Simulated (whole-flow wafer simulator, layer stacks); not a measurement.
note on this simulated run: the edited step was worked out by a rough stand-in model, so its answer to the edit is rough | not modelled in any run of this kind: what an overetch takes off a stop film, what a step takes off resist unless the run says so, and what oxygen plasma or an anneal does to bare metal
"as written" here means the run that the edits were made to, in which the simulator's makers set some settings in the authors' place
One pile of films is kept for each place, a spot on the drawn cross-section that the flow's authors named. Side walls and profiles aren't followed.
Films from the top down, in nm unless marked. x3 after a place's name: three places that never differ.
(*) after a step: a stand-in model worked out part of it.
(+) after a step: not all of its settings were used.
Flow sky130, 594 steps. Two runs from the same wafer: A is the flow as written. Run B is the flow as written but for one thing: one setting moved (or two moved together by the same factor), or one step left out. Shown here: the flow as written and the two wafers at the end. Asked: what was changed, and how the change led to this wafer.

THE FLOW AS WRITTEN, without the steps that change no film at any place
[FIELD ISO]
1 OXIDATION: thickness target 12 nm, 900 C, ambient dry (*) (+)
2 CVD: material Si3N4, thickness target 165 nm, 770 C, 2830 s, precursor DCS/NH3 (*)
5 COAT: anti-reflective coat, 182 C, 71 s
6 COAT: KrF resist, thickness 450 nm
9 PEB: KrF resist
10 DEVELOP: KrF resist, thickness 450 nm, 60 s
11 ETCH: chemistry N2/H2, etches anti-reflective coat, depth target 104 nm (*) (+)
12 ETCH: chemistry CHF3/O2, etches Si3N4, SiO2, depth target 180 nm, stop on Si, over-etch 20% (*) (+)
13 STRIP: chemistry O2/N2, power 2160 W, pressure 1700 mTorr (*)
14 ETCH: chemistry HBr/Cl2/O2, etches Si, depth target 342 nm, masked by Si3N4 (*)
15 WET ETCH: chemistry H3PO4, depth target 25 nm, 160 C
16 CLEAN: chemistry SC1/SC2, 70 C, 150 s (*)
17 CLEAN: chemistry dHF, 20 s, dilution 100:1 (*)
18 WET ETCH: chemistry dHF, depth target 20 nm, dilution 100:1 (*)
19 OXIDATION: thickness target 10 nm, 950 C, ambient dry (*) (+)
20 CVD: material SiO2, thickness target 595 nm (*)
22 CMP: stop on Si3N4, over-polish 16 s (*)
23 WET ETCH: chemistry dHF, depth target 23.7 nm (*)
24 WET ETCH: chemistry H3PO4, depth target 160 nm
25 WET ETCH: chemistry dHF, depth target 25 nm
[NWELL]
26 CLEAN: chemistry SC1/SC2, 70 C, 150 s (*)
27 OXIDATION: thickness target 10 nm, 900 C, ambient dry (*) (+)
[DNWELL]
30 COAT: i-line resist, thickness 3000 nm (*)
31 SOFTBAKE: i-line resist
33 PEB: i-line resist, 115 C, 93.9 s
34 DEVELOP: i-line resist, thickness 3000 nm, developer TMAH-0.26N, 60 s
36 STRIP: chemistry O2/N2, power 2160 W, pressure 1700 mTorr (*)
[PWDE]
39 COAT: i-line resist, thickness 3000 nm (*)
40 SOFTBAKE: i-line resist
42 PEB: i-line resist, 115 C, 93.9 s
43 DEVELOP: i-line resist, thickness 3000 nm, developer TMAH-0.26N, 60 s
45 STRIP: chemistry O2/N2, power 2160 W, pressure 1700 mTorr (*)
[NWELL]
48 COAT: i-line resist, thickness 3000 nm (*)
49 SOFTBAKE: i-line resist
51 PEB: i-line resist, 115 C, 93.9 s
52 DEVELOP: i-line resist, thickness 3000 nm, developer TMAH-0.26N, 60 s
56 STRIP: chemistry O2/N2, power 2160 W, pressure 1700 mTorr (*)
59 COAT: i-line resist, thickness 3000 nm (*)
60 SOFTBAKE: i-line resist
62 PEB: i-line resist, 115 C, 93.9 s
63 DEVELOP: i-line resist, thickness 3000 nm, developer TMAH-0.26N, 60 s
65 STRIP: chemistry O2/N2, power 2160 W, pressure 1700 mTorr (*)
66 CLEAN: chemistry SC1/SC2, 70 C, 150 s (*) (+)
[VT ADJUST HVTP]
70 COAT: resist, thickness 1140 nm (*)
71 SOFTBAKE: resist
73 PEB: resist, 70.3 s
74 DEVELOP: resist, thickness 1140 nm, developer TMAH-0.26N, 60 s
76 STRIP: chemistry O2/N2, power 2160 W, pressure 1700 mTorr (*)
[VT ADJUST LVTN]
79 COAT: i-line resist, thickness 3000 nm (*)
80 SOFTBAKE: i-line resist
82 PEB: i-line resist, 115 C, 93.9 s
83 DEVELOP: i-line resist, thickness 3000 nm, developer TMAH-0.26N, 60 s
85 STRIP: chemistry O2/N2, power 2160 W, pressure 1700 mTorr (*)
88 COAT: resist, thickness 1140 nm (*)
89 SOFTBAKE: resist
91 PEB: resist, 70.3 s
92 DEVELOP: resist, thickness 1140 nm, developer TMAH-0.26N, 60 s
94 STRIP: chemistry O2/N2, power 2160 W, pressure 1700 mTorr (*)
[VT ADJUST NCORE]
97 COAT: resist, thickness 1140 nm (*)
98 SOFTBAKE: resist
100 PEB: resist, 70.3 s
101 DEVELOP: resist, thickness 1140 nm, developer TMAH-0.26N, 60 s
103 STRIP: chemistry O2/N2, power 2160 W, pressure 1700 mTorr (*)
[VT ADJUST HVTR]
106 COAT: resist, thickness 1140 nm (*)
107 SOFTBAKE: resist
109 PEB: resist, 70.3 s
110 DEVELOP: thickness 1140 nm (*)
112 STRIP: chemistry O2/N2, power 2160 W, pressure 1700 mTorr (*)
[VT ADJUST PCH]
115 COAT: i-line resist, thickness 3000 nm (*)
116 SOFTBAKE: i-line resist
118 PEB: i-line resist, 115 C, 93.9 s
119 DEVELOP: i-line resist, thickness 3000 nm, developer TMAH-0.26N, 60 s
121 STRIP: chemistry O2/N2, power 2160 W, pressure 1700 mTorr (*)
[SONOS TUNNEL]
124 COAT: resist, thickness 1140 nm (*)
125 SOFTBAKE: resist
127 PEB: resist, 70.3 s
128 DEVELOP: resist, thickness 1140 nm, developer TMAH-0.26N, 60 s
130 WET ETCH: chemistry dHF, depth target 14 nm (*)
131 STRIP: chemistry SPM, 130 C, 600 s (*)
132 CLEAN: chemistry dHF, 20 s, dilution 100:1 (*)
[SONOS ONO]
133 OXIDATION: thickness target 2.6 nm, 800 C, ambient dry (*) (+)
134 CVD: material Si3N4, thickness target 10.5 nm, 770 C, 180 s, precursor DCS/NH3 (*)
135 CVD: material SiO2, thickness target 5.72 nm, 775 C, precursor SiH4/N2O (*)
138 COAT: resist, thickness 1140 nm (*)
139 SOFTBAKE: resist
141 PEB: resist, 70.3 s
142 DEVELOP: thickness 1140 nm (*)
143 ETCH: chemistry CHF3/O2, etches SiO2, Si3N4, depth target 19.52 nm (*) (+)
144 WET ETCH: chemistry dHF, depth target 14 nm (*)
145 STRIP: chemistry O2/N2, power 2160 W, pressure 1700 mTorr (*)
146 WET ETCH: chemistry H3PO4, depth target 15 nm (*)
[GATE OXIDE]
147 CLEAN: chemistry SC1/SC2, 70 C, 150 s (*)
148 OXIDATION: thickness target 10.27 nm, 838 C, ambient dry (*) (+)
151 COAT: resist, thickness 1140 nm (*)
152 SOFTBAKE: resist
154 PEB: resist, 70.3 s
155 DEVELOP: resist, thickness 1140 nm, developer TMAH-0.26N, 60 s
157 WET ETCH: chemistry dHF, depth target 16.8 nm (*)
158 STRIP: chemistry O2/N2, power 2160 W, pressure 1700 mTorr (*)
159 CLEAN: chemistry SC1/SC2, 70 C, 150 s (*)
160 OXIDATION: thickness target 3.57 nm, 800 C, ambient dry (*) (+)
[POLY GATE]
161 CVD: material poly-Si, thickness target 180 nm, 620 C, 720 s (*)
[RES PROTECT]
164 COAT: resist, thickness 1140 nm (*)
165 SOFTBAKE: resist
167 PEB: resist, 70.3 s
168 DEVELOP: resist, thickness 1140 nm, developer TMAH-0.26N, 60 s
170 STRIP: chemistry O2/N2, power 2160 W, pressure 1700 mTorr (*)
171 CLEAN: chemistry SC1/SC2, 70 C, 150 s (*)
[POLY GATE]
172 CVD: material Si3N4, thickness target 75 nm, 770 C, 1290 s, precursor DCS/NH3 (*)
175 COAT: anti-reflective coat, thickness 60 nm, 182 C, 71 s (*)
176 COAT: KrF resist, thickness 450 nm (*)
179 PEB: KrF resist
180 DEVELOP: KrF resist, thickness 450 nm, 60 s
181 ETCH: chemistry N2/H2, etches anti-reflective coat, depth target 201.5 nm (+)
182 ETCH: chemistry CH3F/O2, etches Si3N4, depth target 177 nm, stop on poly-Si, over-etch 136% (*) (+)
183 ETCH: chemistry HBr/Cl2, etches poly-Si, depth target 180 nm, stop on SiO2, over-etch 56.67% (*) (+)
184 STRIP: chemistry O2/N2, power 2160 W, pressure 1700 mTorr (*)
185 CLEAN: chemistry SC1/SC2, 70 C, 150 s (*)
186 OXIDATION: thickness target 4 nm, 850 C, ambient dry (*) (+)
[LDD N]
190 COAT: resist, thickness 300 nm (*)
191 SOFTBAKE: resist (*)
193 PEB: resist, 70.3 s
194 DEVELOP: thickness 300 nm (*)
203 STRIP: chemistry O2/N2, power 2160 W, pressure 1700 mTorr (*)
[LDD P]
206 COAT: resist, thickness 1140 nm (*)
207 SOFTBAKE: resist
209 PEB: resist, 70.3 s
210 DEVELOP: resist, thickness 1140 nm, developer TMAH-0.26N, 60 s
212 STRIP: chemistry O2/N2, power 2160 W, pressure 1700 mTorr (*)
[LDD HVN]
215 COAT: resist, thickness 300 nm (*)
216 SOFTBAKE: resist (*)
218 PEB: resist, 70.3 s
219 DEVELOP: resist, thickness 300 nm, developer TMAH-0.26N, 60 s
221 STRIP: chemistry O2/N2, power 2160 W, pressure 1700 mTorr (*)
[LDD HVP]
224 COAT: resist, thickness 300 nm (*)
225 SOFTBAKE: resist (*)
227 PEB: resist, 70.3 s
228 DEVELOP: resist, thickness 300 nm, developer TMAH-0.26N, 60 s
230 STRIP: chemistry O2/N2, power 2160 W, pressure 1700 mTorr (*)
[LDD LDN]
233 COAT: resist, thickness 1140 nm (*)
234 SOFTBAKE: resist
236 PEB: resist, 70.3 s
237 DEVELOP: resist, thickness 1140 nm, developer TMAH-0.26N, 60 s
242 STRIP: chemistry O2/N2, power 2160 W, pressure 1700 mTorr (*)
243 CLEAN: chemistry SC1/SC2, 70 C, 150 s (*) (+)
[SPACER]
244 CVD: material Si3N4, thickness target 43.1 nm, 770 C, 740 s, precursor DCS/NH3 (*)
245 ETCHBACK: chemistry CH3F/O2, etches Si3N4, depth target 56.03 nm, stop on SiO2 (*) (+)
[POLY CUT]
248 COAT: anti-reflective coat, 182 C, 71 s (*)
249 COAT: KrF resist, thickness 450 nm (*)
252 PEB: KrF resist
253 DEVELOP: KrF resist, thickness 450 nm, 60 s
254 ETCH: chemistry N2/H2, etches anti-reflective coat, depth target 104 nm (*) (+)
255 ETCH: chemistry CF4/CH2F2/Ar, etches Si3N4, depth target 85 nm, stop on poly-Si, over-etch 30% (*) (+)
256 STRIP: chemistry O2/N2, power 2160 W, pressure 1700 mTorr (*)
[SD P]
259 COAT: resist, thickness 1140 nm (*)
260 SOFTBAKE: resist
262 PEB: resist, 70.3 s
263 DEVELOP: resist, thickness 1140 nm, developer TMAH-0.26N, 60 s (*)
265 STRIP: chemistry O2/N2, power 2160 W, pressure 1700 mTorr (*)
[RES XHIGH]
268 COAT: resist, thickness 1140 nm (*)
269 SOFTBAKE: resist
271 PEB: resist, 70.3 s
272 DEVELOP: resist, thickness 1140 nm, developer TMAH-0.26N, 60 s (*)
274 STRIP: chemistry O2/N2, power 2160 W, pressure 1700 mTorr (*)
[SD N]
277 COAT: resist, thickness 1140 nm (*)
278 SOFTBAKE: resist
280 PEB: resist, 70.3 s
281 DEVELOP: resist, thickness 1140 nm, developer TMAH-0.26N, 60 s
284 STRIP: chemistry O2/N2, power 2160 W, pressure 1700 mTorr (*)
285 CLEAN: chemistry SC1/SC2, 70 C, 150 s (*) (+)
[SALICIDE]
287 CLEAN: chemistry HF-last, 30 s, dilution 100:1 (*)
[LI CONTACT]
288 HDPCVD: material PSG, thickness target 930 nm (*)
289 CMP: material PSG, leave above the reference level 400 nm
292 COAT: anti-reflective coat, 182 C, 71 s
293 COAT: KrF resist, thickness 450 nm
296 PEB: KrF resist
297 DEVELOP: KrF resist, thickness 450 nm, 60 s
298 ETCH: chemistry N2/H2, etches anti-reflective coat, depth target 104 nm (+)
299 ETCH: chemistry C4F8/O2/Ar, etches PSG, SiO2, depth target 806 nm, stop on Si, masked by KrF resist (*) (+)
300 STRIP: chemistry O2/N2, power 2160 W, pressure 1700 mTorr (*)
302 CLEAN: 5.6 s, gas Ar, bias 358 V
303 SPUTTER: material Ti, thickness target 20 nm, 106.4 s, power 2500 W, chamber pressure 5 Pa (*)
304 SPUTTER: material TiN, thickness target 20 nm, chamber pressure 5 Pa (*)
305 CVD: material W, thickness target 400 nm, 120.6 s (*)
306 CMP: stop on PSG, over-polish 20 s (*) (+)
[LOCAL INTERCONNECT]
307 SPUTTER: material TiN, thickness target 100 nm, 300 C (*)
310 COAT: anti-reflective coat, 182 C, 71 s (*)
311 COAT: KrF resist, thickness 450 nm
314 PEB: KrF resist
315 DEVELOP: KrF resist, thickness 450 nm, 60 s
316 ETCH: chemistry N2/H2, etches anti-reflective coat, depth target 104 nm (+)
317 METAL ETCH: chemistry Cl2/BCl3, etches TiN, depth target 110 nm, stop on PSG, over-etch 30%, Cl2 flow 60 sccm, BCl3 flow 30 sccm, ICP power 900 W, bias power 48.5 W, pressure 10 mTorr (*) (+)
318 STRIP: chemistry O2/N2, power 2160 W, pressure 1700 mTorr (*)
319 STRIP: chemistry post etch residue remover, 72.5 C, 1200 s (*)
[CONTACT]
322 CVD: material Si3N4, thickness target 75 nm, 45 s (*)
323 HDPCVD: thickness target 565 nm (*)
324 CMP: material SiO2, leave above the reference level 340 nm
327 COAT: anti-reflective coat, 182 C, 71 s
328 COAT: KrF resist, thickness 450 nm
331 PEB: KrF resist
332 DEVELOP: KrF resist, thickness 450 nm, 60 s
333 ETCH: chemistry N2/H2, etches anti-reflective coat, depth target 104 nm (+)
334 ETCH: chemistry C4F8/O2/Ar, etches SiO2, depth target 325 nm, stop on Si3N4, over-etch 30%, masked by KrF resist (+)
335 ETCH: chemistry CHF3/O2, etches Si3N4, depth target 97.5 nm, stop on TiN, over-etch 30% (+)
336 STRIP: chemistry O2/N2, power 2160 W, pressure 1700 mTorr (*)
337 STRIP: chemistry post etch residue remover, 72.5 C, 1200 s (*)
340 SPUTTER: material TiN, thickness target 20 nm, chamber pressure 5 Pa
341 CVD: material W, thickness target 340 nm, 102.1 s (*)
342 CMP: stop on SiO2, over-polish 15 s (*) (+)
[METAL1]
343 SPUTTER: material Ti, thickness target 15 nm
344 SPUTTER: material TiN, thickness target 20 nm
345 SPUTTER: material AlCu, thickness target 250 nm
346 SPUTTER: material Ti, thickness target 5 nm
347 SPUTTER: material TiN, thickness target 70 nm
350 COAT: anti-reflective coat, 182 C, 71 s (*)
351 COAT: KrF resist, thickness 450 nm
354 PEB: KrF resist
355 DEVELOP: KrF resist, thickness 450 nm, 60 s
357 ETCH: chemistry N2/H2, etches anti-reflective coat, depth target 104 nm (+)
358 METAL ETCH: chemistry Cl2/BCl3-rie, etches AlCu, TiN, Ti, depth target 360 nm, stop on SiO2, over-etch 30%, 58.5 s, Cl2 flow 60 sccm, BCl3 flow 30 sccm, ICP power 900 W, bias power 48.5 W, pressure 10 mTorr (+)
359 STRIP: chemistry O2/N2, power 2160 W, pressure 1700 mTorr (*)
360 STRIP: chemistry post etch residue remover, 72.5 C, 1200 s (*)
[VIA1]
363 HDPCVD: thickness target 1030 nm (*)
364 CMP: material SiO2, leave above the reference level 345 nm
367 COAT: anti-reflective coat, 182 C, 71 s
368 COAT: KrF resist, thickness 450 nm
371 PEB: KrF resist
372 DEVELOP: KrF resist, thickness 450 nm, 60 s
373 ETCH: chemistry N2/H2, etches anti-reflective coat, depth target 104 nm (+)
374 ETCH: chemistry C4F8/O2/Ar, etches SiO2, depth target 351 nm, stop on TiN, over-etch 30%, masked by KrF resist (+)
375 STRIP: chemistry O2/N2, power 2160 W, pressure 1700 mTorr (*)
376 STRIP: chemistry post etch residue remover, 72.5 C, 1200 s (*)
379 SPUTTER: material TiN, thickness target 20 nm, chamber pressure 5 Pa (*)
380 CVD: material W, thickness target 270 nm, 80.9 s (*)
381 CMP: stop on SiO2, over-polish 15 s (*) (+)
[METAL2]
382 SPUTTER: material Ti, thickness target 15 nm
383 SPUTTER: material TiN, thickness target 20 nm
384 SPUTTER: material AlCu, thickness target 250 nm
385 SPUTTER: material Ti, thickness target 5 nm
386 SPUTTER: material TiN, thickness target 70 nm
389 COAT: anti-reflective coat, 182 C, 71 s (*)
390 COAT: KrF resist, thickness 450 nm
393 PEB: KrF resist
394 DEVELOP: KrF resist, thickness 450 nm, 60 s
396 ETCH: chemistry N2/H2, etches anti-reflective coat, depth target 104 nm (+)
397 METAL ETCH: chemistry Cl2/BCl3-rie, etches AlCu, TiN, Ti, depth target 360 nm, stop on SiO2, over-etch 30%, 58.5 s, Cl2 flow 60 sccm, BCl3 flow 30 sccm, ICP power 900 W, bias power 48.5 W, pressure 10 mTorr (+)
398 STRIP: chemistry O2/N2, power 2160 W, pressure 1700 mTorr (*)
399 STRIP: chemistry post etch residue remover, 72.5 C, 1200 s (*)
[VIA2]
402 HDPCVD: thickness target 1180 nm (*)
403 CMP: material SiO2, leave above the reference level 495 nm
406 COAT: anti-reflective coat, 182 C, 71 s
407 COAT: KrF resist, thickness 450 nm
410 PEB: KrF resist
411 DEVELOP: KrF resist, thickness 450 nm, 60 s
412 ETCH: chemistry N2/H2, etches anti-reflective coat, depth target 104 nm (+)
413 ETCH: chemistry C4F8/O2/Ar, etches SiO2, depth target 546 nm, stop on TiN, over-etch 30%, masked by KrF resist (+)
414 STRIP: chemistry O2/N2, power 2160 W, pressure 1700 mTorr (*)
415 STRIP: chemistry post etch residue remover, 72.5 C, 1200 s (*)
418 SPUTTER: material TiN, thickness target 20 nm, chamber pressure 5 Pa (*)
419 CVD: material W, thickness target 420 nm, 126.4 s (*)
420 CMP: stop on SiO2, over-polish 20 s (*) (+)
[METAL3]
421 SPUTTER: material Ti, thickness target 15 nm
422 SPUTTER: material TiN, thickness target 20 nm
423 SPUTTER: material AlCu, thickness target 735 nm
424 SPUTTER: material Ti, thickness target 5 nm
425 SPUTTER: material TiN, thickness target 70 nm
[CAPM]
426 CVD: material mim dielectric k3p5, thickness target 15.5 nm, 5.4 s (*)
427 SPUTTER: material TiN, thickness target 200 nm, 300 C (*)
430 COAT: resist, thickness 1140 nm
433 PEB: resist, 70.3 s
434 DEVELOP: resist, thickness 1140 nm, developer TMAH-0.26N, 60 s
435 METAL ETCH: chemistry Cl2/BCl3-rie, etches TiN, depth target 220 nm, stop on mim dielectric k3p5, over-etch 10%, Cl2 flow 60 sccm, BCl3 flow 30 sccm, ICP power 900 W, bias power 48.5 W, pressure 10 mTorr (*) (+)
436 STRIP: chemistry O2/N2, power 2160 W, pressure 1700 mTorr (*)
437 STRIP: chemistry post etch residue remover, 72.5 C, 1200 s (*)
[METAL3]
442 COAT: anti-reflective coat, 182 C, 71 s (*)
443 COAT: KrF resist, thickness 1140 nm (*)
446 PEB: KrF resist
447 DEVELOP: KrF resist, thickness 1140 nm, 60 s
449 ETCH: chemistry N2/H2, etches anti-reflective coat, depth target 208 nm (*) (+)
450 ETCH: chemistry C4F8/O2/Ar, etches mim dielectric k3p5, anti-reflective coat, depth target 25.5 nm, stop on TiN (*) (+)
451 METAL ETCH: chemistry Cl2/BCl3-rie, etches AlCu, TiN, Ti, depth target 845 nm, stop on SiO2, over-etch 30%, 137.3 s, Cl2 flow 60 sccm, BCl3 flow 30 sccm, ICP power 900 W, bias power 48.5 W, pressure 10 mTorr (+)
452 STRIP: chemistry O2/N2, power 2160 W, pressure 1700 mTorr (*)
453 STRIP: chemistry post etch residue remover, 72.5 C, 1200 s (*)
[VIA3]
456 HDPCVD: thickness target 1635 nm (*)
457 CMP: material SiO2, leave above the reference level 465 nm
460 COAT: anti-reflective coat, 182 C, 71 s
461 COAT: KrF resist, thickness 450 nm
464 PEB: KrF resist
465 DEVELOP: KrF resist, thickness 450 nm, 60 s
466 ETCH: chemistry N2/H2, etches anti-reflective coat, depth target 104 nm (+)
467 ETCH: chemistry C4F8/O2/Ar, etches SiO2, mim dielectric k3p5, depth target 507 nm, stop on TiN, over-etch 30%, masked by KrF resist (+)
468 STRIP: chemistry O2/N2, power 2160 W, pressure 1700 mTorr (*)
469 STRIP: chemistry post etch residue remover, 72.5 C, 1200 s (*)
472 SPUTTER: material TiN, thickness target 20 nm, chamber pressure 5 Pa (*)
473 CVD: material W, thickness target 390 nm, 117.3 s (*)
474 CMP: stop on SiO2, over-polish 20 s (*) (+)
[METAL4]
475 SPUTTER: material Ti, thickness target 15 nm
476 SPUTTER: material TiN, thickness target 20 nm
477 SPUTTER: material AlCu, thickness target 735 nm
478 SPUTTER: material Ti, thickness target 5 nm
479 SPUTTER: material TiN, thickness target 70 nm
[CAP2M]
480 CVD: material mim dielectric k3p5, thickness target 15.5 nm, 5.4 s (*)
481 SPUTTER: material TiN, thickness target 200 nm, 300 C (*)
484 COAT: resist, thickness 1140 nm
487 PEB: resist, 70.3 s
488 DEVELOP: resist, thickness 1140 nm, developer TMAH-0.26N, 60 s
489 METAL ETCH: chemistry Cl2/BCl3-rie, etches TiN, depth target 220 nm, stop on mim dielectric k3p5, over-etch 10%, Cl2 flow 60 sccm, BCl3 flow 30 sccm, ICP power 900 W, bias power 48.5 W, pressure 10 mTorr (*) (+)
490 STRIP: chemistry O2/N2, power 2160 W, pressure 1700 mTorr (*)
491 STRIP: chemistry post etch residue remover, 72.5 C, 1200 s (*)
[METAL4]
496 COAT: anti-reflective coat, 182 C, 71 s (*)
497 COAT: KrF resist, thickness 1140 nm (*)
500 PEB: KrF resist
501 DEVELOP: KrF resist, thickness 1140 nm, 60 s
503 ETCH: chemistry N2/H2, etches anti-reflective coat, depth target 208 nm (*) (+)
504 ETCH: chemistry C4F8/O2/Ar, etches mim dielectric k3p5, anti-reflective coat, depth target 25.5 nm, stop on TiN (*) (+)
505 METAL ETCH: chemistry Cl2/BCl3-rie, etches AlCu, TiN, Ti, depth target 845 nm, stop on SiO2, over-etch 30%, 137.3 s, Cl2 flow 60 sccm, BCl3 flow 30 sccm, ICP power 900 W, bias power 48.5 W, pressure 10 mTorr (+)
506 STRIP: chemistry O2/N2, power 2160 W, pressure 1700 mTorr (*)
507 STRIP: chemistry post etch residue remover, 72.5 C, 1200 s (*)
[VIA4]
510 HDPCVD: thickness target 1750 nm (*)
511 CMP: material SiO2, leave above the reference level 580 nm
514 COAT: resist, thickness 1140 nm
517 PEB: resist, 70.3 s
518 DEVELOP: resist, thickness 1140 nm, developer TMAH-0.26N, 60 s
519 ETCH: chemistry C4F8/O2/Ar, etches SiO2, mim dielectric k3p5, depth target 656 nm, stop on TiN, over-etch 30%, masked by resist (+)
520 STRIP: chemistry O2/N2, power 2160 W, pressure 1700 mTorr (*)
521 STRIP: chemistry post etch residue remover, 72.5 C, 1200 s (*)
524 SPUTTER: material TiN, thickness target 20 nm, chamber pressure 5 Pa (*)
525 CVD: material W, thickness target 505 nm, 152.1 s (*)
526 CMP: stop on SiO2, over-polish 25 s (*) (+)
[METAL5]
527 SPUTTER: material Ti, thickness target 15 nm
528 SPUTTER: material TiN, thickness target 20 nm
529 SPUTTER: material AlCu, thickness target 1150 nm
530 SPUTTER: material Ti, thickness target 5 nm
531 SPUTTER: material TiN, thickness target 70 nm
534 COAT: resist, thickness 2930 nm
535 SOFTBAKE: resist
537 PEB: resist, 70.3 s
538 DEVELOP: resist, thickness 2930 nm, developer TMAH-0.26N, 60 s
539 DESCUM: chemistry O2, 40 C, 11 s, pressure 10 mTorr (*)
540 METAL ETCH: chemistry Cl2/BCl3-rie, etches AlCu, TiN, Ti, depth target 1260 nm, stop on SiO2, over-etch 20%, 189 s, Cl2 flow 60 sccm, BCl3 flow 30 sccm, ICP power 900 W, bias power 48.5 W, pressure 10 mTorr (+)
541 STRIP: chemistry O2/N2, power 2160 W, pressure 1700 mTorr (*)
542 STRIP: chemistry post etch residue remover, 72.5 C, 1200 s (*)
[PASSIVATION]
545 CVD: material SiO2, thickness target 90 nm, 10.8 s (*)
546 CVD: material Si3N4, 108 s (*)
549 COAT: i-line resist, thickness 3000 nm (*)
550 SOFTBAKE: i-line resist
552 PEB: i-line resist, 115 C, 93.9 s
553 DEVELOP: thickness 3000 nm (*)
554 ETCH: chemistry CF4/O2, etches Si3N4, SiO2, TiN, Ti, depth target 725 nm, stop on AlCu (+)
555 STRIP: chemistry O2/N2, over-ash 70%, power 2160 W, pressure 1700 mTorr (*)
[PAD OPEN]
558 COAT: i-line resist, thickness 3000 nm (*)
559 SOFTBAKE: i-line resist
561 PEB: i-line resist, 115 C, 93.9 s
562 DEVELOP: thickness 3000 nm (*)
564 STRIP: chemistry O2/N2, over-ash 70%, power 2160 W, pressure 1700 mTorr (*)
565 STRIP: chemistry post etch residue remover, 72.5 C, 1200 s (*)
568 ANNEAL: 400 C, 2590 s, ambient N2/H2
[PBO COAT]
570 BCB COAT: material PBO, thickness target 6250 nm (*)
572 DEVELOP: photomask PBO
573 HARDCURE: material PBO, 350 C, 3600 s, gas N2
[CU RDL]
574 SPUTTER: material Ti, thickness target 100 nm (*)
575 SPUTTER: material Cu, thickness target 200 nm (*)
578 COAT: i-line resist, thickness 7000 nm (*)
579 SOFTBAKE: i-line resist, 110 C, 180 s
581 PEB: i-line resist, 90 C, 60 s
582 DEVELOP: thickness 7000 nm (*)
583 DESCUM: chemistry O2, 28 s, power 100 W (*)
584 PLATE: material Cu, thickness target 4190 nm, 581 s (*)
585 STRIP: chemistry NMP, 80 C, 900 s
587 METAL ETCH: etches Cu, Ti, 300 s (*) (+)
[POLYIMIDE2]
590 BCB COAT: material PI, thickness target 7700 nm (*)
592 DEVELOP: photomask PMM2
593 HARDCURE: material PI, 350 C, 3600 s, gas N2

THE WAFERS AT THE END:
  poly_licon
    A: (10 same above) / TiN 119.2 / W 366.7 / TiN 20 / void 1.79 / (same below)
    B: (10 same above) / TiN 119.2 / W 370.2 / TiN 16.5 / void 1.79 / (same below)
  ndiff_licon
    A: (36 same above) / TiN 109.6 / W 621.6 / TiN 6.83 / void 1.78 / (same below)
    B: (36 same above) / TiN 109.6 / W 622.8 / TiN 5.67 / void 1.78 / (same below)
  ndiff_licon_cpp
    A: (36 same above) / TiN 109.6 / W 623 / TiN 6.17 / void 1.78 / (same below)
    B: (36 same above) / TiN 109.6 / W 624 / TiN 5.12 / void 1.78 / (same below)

The cause: step 304, SPUTTER: thickness target 16.5 nm was run, where the flow has thickness target 20 nm.
It can be read off the wafer: poly_licon has TiN 16.5, and step 304 as written asks for 20 nm.

How the change led to this, step by step:
  304 SPUTTER: material TiN, thickness target 20 nm, chamber pressure 5 Pa (*)
      field, active, n_well and 185 more: A TiN +20 (new film) | B TiN +16.5 (new film)
      ndiff_licon: A TiN +6.83 (new film) | B TiN +5.67 (new film)
      (and at 2 more places)
  306 CMP: stop on PSG, over-polish 20 s (*) (+)
      field, active, n_well and 184 more: A W -400 (all of it), TiN -20 (all of it), Ti -20 (all of it), PSG -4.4 | B W -400 (all of it), TiN -16.5 (all of it), Ti -20 (all of it), PSG -4.4
      poly_licon: A W -33.3 | B W -29.8
